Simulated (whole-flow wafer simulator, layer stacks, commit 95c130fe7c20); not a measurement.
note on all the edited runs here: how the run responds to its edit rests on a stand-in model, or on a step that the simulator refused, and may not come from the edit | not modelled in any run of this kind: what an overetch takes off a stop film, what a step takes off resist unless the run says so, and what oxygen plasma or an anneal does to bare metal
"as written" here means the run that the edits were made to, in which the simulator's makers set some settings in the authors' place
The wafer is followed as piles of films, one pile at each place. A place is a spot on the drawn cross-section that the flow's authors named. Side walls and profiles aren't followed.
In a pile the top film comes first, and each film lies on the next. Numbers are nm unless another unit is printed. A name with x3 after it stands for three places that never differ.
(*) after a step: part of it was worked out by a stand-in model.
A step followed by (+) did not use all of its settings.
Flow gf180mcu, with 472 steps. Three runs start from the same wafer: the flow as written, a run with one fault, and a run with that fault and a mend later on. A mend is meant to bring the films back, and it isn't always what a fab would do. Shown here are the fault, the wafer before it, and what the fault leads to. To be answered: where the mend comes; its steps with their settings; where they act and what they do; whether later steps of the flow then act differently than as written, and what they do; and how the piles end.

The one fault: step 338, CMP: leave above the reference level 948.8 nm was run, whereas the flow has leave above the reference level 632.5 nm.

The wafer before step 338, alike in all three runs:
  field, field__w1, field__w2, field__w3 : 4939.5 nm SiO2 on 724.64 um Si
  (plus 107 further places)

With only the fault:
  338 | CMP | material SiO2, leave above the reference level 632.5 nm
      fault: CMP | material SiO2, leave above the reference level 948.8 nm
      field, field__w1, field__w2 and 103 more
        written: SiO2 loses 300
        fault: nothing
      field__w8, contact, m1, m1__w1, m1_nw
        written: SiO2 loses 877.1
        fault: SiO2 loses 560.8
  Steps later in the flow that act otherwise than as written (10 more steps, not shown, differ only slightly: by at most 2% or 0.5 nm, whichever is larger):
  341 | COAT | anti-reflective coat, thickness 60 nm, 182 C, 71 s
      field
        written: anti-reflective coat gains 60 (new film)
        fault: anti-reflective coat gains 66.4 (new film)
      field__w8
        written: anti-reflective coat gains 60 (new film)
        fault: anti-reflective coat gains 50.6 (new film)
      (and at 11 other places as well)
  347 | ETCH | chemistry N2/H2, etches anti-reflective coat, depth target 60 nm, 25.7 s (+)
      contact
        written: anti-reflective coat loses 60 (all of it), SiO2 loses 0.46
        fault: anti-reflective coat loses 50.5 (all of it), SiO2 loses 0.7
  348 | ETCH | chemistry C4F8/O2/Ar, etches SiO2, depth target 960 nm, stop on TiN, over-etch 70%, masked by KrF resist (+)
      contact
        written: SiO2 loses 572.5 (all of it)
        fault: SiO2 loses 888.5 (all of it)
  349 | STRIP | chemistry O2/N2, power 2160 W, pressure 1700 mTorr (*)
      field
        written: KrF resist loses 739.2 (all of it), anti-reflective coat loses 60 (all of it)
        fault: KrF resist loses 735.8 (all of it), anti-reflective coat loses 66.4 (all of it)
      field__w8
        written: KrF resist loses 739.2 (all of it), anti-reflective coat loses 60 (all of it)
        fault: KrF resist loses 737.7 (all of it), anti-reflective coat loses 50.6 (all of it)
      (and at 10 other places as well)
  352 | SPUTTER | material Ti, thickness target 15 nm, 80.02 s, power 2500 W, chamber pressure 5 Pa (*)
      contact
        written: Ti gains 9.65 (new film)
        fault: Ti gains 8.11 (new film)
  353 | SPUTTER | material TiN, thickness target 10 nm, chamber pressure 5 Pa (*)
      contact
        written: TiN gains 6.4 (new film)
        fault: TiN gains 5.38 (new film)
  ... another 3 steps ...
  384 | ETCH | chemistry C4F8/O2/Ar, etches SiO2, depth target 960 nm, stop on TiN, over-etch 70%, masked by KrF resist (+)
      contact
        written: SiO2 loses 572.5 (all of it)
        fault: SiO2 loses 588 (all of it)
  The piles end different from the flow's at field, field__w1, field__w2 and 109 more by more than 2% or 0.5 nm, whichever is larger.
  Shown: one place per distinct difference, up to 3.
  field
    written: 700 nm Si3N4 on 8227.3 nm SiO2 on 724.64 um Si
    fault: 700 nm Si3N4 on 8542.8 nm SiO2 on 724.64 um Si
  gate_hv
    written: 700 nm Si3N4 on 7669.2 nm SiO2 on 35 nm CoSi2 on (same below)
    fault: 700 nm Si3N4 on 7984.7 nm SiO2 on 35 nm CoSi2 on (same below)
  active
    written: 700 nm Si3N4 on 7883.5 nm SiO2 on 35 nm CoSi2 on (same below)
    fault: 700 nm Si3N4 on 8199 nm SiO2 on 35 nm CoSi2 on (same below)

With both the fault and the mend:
  After step 346 comes the mend.
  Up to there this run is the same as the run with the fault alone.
  346a | STRIP | chemistry O2/N2, power 2160 W, pressure 1700 mTorr (*)
      iso_ptap_pw, iso_ntap_nw, iso_nw_fld and 33 more
        KrF resist loses 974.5 (all of it), anti-reflective coat loses 60 (all of it)
      field__w2, field__w3, field__w6 and 20 more
        KrF resist loses 974.7 (all of it), anti-reflective coat loses 60 (all of it)
      field_sub, field_sub__w1, field_sub__w2 and 12 more
        KrF resist loses 974.6 (all of it), anti-reflective coat loses 60 (all of it)
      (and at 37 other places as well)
  346b | CMP | material SiO2, leave above the reference level 632.5 nm (a further turn of the flow's step 338)
      field, field__w1, field__w2 and 103 more
        SiO2 loses 300
      field__w8, contact, m1, m1__w1, m1_nw
        SiO2 loses 316.3
  346c | HMDS | 120 C, 60 s (a further turn of the flow's step 340)
      alters no film at any place that is followed
  346d | COAT | anti-reflective coat, thickness 60 nm, 182 C, 71 s (a further turn of the flow's step 341)
      field, field__w1, field__w2 and 108 more
        anti-reflective coat gains 60 (new film)
  346e | COAT | KrF resist, thickness 1000 nm (a further turn of the flow's step 342)
      field, field__w1, field__w2 and 108 more
        KrF resist gains 1000 (new film)
  346f | SOFTBAKE | KrF resist (a further turn of the flow's step 343)
      alters no film at any place that is followed
  346g | EXPOSE | photomask Via3 (a further turn of the flow's step 344)
      alters no film at any place that is followed
  346h | PEB | KrF resist, 135 C, 90 s (a further turn of the flow's step 345)
      field, field__w1, field__w2 and 108 more
        KrF resist loses 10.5
  346i | DEVELOP | KrF resist, thickness 1000 nm, 60 s (a further turn of the flow's step 346)
      field, field__w1, field__w2 and 107 more
        KrF resist loses 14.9
      contact
        KrF resist loses 989.5 (all of it)
  Every later step of the flow that is run acts as written at every place that is followed.
  By the end, the piles equal the flow's at every place that both follow.
